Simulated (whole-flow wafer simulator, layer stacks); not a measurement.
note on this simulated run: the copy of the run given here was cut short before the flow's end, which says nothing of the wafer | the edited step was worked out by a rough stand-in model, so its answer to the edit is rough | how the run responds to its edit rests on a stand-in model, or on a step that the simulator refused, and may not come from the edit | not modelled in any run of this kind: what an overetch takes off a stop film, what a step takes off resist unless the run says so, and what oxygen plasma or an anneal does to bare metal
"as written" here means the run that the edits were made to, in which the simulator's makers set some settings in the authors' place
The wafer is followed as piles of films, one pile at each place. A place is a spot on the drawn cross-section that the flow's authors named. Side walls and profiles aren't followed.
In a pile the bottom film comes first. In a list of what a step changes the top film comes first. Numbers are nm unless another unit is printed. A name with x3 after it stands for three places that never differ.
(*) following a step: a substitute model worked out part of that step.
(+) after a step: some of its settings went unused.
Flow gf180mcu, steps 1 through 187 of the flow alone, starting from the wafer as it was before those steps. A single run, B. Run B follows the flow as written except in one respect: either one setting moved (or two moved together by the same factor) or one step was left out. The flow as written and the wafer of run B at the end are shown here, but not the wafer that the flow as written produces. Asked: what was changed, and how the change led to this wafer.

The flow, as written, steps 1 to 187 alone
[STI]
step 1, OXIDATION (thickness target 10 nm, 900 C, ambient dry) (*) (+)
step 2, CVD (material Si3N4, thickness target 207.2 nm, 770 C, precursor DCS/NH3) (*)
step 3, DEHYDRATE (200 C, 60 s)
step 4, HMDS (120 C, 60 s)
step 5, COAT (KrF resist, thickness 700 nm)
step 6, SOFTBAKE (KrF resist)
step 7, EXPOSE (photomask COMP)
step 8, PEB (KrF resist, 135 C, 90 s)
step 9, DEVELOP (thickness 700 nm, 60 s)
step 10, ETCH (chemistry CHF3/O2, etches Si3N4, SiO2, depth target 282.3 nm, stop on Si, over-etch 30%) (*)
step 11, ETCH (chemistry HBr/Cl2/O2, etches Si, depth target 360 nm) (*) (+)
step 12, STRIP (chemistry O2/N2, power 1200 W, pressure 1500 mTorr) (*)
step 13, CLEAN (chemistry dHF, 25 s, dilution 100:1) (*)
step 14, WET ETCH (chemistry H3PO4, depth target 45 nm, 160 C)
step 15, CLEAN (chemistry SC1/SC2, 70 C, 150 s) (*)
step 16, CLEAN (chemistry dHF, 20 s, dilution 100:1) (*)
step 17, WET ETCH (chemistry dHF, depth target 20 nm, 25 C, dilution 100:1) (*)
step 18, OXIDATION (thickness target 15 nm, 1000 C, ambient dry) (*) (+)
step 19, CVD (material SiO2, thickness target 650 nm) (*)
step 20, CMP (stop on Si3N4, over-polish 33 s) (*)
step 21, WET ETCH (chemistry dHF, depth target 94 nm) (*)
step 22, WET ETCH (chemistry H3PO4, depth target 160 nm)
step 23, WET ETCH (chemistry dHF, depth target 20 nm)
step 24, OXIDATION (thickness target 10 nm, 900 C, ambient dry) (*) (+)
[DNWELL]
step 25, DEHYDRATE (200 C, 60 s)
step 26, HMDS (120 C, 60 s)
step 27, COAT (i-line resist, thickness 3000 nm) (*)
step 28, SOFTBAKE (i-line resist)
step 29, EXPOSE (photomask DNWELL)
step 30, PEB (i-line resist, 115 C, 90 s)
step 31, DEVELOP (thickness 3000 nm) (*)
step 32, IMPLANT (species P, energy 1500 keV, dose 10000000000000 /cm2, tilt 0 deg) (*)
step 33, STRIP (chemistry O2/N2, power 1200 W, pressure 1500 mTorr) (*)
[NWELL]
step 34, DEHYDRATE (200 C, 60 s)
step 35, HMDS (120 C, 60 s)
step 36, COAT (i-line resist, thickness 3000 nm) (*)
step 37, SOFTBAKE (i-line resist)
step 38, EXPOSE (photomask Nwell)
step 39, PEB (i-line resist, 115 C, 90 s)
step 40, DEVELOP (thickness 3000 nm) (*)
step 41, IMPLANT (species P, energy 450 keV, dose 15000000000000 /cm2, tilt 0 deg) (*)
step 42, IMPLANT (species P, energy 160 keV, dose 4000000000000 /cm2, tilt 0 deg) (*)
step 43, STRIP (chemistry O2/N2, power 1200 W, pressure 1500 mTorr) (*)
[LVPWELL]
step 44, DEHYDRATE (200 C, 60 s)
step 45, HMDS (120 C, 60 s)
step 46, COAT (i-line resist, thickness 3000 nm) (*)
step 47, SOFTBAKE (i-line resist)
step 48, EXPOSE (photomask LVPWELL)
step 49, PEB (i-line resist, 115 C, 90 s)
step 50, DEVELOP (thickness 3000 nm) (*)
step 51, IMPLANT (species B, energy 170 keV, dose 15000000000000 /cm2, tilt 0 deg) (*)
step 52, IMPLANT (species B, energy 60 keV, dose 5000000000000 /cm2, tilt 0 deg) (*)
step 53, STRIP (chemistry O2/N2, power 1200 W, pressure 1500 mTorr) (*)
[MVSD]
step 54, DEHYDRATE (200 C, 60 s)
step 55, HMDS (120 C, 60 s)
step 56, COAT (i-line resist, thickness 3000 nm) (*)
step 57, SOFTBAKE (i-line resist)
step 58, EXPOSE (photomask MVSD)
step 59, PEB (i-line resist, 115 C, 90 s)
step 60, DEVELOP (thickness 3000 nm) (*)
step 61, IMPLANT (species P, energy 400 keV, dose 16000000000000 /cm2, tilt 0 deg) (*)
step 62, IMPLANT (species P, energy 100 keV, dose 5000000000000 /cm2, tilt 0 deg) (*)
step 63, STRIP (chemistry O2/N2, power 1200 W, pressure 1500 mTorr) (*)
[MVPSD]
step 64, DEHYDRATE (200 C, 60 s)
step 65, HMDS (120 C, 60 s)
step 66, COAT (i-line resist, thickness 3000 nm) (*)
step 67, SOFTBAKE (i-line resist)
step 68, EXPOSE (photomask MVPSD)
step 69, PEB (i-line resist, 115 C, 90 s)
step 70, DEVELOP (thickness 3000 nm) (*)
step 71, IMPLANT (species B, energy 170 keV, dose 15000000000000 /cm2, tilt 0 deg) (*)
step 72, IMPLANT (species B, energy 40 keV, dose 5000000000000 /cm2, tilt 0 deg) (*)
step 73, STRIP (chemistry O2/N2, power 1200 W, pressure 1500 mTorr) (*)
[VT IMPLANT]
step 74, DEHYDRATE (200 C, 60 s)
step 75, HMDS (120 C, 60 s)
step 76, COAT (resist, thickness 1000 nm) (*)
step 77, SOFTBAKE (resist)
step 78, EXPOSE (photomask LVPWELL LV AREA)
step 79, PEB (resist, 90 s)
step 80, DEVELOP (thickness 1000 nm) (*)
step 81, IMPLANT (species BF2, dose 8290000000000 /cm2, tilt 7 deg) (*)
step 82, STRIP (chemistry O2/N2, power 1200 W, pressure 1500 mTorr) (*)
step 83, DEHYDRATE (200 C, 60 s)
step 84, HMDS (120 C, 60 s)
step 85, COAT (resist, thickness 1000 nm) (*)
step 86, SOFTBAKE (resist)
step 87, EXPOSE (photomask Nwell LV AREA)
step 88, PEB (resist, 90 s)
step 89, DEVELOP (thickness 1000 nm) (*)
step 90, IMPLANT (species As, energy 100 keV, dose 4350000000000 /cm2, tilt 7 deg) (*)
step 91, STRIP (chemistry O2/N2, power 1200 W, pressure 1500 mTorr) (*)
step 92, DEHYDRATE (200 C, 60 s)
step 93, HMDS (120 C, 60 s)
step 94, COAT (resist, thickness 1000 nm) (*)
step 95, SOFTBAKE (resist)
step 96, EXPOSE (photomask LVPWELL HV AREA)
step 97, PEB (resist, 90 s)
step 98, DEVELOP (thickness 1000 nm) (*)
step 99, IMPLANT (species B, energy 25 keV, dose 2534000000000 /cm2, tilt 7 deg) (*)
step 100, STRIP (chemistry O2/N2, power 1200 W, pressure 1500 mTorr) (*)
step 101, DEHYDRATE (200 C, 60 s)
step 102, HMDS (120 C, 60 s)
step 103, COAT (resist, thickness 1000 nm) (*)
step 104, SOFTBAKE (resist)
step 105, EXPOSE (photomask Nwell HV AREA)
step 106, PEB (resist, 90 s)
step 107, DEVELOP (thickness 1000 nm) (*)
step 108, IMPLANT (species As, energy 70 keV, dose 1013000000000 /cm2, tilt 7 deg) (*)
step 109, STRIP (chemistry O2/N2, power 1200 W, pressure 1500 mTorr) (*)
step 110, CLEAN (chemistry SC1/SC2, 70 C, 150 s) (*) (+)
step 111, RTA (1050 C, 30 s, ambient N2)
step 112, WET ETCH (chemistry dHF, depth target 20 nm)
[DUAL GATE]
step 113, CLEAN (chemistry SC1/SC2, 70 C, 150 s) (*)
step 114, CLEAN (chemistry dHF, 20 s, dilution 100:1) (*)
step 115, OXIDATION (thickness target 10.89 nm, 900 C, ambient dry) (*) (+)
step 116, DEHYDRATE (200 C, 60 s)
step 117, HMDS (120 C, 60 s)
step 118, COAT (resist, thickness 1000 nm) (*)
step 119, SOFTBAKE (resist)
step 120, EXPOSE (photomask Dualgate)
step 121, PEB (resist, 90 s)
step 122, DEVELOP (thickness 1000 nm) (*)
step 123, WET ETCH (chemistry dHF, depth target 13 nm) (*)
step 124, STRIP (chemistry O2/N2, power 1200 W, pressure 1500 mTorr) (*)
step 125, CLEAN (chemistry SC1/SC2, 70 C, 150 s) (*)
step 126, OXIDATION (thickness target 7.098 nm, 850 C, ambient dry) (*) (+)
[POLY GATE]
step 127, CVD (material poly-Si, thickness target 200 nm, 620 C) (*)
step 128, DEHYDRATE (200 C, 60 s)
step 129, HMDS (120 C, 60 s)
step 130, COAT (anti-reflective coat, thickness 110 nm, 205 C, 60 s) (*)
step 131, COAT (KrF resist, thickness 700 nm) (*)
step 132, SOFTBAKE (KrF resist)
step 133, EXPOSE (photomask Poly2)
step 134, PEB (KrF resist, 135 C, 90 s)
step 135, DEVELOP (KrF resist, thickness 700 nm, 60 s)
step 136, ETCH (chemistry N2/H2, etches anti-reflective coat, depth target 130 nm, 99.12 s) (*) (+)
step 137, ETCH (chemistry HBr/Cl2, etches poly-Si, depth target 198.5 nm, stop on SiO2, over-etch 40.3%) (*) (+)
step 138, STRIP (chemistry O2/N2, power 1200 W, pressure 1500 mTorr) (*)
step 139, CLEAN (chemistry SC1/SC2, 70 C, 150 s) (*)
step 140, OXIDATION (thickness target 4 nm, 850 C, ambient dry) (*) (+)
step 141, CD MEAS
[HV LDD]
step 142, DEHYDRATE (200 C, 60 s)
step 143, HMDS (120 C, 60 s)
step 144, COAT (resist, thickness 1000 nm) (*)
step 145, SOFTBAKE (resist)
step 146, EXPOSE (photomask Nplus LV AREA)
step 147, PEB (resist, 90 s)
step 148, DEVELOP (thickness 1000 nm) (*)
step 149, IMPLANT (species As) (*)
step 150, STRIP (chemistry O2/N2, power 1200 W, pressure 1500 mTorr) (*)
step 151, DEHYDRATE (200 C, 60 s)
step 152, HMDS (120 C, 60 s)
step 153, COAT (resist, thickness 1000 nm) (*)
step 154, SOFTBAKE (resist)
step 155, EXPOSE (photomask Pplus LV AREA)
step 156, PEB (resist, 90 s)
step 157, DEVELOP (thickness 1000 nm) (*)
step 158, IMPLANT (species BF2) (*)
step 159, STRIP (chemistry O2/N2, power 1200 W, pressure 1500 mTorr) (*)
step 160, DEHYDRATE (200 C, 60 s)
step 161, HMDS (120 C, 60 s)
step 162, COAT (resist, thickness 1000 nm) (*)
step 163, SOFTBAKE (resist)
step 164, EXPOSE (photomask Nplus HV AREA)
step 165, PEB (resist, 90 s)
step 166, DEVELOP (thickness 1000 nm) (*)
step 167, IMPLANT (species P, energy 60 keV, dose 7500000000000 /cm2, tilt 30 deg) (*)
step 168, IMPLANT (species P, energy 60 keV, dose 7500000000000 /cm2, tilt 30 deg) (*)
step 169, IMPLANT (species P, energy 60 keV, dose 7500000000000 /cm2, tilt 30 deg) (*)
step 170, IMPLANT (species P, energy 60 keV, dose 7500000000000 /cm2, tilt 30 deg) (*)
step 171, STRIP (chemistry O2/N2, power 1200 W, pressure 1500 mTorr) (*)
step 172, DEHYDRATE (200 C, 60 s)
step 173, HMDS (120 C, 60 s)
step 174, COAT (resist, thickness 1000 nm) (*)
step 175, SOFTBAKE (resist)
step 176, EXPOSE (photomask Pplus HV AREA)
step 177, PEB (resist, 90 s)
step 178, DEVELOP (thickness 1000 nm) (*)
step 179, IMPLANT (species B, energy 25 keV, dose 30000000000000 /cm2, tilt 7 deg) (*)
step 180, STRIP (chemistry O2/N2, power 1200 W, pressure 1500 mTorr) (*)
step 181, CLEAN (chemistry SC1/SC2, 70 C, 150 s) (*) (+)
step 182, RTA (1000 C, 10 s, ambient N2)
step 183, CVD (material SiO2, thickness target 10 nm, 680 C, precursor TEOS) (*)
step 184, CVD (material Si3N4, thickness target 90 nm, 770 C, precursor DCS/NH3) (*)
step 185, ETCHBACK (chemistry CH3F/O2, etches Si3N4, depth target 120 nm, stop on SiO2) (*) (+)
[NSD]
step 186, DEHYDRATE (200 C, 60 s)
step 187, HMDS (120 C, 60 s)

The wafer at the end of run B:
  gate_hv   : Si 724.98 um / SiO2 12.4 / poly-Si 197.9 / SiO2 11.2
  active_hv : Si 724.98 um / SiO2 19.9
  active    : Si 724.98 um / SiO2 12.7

What caused this: step 126, OXIDATION: thickness target 4.924 nm was run, while the flow as written has thickness target 7.098 nm.

How this came from the change, step by step:
  step 126, OXIDATION (thickness target 7.098 nm, 850 C, ambient dry) (*) (+)
      gate_hv, active_hv, active_nat and 25 more: SiO2 gains 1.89, Si loses 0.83 (as written it would have been: SiO2 gains 3.72, Si loses 1.64)
      active, n_well, p_well and 12 more: SiO2 gains 4.92 (new film), chemical SiO2 loses 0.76 (all of it), Si loses 1.83 (as written it would have been: SiO2 gains 7.1 (new film), chemical SiO2 loses 0.76 (all of it), Si loses 2.79)
